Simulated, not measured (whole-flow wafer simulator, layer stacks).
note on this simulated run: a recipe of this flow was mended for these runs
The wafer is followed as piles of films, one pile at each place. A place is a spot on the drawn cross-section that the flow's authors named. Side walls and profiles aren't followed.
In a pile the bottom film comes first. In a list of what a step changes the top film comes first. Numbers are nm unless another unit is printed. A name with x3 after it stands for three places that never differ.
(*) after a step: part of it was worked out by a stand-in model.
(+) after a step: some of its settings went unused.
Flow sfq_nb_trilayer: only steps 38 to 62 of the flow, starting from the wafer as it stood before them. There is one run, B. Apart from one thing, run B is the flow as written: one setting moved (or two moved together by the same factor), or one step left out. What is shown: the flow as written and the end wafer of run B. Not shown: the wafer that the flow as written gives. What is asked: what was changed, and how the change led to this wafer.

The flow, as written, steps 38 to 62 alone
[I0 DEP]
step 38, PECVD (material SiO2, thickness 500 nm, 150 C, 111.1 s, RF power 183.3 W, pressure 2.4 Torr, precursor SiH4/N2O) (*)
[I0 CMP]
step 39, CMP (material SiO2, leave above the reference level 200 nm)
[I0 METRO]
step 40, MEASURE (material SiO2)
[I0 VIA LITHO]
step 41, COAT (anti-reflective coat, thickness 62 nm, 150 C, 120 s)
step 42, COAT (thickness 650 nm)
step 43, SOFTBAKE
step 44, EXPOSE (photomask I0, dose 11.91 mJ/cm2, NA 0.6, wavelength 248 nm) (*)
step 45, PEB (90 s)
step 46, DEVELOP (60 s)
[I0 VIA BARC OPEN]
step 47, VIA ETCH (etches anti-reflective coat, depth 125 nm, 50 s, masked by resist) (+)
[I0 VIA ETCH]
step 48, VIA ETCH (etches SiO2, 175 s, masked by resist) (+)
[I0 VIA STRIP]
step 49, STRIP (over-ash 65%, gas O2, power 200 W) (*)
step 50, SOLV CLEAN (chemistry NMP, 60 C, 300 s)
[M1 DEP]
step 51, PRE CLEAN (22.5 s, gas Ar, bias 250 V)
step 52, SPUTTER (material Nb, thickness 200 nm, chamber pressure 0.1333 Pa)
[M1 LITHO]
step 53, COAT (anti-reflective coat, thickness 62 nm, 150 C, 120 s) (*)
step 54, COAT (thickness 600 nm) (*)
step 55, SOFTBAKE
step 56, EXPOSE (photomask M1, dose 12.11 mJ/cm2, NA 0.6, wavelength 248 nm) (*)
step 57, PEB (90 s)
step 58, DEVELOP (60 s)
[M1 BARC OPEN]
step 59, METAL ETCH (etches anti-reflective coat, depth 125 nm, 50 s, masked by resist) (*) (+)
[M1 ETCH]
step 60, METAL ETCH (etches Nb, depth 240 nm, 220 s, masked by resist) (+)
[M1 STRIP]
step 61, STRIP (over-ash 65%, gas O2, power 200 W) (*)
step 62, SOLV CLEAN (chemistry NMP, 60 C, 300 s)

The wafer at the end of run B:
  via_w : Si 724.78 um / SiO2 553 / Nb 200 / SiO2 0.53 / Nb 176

Cause: step 48, VIA ETCH: 129 s was run, whereas the flow has 175 s.

Step by step, how the change led to this:
  step 48, VIA ETCH (etches SiO2, 175 s, masked by resist) (+)
      via_w: -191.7 SiO2 (in the flow as written it would be: -199.7 SiO2 (all of it), -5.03 Nb)
      field_l, v_sur, via_wl and 102 more: -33 KrF-resist-other-grade (in the flow as written it would be: -44.8 KrF-resist-other-grade)
  step 49, STRIP (over-ash 65%, gas O2, power 200 W) (*)
      field_l, v_sur, via_wl and 102 more: -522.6 KrF-resist-other-grade (all of it), -62 anti-reflective coat (all of it) (in the flow as written it would be: -510.8 KrF-resist-other-grade (all of it), -62 anti-reflective coat (all of it))
  step 51, PRE CLEAN (22.5 s, gas Ar, bias 250 V)
      via_w: -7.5 SiO2 (in the flow as written it would be: -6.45 Nb)
  step 52, SPUTTER (material Nb, thickness 200 nm, chamber pressure 0.1333 Pa)
      via_w: +176 Nb (new film) (in the flow as written it would be: +172.8 Nb)
  step 53, COAT (anti-reflective coat, thickness 62 nm, 150 C, 120 s) (*)
      via_wr: +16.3 anti-reflective coat (new film) (in the flow as written it would be: +17 anti-reflective coat (new film))
  step 61, STRIP (over-ash 65%, gas O2, power 200 W) (*)
      via_w: -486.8 KrF-resist-other-grade (all of it), -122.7 anti-reflective coat (all of it) (in the flow as written it would be: -497.4 KrF-resist-other-grade (all of it), -125.2 anti-reflective coat (all of it))
      via_wr: -384.1 KrF-resist-other-grade (all of it), -16.3 anti-reflective coat (all of it) (in the flow as written it would be: -381.9 KrF-resist-other-grade (all of it), -17 anti-reflective coat (all of it))
With metal films that touch counted as one body, via_w has 2 bodies (between them, from the top down: SiO2 0.53); the flow as written gives 1 body.
